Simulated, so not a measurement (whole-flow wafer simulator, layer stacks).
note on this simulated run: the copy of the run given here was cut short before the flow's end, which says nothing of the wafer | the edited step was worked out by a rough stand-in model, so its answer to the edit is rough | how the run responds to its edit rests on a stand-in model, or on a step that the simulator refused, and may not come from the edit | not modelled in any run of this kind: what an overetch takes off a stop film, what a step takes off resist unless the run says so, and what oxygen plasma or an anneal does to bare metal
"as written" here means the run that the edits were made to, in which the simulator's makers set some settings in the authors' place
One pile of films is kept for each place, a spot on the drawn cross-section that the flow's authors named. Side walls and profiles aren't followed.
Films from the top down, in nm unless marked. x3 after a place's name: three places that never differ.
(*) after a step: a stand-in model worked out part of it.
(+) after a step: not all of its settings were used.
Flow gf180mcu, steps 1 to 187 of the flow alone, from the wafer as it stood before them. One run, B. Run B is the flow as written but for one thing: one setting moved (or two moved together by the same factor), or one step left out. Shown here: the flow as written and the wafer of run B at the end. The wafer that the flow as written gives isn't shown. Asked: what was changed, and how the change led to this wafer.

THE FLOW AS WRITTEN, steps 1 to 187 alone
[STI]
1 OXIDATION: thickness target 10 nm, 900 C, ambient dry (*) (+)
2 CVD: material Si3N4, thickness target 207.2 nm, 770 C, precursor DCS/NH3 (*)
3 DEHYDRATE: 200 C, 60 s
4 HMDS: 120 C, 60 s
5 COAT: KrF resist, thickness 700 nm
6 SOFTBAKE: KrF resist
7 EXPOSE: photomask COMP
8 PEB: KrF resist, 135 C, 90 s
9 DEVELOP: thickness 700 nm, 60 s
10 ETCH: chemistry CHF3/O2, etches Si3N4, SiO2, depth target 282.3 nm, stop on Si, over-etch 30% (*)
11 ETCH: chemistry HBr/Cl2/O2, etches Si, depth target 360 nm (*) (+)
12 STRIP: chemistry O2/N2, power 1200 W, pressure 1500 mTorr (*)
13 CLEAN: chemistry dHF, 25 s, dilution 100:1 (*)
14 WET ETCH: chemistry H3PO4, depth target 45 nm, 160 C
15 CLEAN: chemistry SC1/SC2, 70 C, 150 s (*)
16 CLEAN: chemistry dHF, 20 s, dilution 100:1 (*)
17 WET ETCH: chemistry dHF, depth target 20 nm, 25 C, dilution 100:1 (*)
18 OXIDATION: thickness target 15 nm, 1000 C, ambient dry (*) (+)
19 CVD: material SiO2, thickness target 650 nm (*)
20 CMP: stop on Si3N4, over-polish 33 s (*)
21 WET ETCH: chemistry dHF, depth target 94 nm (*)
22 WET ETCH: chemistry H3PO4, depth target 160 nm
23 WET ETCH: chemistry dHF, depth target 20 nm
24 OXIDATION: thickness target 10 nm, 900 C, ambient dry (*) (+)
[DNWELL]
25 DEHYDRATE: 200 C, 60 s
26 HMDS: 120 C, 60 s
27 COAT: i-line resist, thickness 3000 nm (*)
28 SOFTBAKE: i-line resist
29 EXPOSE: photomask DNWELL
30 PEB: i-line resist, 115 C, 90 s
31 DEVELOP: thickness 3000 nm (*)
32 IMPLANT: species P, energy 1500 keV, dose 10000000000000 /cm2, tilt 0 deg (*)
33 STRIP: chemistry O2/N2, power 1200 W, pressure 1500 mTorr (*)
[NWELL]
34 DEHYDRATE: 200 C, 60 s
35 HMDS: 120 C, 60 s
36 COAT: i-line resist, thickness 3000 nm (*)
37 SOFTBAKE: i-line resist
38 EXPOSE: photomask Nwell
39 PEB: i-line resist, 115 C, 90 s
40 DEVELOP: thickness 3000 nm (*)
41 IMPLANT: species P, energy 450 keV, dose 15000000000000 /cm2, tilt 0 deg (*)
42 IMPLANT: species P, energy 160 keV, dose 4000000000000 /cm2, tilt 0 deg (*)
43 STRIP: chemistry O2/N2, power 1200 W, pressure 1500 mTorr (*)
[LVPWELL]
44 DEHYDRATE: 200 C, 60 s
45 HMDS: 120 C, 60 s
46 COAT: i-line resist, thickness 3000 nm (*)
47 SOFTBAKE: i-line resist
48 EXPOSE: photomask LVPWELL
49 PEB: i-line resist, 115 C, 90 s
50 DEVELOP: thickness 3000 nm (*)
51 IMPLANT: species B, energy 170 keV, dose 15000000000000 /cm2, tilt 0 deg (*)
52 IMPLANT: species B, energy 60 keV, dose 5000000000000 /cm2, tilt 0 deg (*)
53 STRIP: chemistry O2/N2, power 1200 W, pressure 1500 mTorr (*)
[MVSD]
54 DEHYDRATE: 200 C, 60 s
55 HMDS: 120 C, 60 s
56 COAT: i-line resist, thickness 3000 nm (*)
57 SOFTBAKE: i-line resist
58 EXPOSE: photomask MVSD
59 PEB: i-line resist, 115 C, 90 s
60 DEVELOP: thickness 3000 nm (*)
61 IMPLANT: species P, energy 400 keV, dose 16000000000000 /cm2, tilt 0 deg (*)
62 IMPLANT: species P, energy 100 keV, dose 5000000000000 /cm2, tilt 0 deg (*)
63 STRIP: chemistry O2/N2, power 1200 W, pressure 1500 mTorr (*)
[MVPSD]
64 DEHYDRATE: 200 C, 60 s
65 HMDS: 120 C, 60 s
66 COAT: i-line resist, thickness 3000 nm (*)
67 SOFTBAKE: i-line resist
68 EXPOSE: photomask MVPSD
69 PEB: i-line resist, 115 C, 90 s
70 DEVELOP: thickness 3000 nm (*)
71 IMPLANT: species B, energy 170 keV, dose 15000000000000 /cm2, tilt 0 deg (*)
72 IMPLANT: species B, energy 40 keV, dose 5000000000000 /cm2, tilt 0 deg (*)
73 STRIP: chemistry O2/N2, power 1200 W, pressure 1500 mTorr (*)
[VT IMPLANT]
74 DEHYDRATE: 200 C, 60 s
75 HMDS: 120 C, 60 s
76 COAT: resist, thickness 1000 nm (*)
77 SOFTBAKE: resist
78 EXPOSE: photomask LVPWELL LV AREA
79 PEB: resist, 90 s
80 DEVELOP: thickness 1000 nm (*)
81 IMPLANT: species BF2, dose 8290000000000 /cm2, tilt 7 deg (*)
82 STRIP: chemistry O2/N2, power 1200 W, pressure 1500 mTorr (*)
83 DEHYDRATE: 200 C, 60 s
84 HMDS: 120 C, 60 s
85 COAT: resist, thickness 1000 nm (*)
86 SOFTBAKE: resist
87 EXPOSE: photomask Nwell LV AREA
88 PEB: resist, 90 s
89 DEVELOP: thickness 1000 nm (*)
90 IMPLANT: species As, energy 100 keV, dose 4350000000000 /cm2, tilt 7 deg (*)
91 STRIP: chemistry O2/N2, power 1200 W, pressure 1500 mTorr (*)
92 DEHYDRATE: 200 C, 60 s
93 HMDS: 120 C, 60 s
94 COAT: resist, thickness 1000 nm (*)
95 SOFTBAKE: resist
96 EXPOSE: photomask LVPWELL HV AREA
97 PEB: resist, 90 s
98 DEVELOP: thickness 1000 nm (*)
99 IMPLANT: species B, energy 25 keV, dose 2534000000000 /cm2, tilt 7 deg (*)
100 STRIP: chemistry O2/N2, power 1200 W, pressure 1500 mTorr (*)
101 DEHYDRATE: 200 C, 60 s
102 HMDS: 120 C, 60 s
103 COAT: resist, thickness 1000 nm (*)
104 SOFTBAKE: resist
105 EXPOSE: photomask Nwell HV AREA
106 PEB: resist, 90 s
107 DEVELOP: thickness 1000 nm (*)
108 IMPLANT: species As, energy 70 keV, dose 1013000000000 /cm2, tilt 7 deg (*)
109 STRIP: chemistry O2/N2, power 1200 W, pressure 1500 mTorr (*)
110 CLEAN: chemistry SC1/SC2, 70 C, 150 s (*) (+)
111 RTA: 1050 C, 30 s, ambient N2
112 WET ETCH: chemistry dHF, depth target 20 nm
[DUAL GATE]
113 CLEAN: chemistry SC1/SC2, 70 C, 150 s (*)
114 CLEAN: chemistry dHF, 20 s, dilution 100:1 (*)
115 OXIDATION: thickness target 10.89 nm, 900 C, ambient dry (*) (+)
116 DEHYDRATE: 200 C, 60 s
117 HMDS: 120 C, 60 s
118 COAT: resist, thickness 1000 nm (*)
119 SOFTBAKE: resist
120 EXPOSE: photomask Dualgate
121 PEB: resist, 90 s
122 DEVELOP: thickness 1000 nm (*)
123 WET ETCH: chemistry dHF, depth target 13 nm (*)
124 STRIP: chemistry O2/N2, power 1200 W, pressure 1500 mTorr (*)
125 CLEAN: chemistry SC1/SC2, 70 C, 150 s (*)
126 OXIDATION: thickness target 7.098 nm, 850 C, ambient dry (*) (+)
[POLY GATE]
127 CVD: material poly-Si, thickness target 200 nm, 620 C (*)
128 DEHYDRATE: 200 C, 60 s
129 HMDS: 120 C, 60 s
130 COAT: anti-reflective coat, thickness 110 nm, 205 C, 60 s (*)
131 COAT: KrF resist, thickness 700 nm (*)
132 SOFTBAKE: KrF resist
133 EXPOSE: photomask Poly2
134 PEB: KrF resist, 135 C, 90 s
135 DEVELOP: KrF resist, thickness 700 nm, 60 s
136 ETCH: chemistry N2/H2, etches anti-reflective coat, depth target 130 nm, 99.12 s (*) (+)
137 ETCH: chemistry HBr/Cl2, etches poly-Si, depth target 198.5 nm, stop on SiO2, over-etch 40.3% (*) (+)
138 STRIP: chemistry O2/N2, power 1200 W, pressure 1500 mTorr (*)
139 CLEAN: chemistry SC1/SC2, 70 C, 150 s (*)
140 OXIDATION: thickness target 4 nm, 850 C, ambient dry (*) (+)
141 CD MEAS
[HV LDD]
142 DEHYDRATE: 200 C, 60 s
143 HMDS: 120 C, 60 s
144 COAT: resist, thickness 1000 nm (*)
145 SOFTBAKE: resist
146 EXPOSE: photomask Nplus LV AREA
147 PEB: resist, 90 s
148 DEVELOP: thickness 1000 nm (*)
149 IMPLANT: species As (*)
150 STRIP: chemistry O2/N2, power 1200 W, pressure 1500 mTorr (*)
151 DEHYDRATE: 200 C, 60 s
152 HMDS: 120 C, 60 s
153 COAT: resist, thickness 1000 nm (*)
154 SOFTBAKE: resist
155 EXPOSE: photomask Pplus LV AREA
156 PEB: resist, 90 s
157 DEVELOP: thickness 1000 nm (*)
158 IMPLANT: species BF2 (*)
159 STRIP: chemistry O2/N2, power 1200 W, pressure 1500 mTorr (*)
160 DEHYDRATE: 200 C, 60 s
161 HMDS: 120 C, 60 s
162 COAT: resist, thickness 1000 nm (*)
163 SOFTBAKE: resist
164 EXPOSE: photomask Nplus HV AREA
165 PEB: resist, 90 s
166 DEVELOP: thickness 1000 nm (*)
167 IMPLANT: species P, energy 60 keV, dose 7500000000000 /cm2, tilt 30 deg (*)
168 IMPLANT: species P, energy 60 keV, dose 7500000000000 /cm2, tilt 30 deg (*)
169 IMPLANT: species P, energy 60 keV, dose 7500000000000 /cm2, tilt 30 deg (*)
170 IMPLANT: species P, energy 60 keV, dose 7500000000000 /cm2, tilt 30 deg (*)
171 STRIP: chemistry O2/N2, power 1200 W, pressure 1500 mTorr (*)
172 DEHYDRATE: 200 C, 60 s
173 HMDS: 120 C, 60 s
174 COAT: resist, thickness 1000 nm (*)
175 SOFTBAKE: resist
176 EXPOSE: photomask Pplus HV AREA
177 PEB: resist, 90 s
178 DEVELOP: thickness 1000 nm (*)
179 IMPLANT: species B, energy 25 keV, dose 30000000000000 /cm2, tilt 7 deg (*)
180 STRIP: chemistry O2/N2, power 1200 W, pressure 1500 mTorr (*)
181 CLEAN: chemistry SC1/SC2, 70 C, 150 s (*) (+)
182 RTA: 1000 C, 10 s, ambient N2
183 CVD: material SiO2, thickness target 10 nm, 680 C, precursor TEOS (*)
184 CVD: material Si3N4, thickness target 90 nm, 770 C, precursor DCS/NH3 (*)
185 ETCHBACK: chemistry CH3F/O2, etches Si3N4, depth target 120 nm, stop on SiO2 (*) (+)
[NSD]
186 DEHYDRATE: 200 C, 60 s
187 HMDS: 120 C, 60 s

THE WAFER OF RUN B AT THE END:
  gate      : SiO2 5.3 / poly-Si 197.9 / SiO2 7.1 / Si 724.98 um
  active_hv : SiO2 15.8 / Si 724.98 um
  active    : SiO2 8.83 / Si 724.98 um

The cause: step 183, CVD: 645 C was run, where the flow has 680 C.

How the change led to this, step by step:
  183 CVD: material SiO2, thickness target 10 nm, 680 C, precursor TEOS (*)
      field, field__w1, field__w2 and 99 more: SiO2 +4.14 (as written it would be: SiO2 +10)
      ld_drift_p: SiO2 +4.09 (as written it would be: SiO2 +9.87)
      (and at 1 more place)
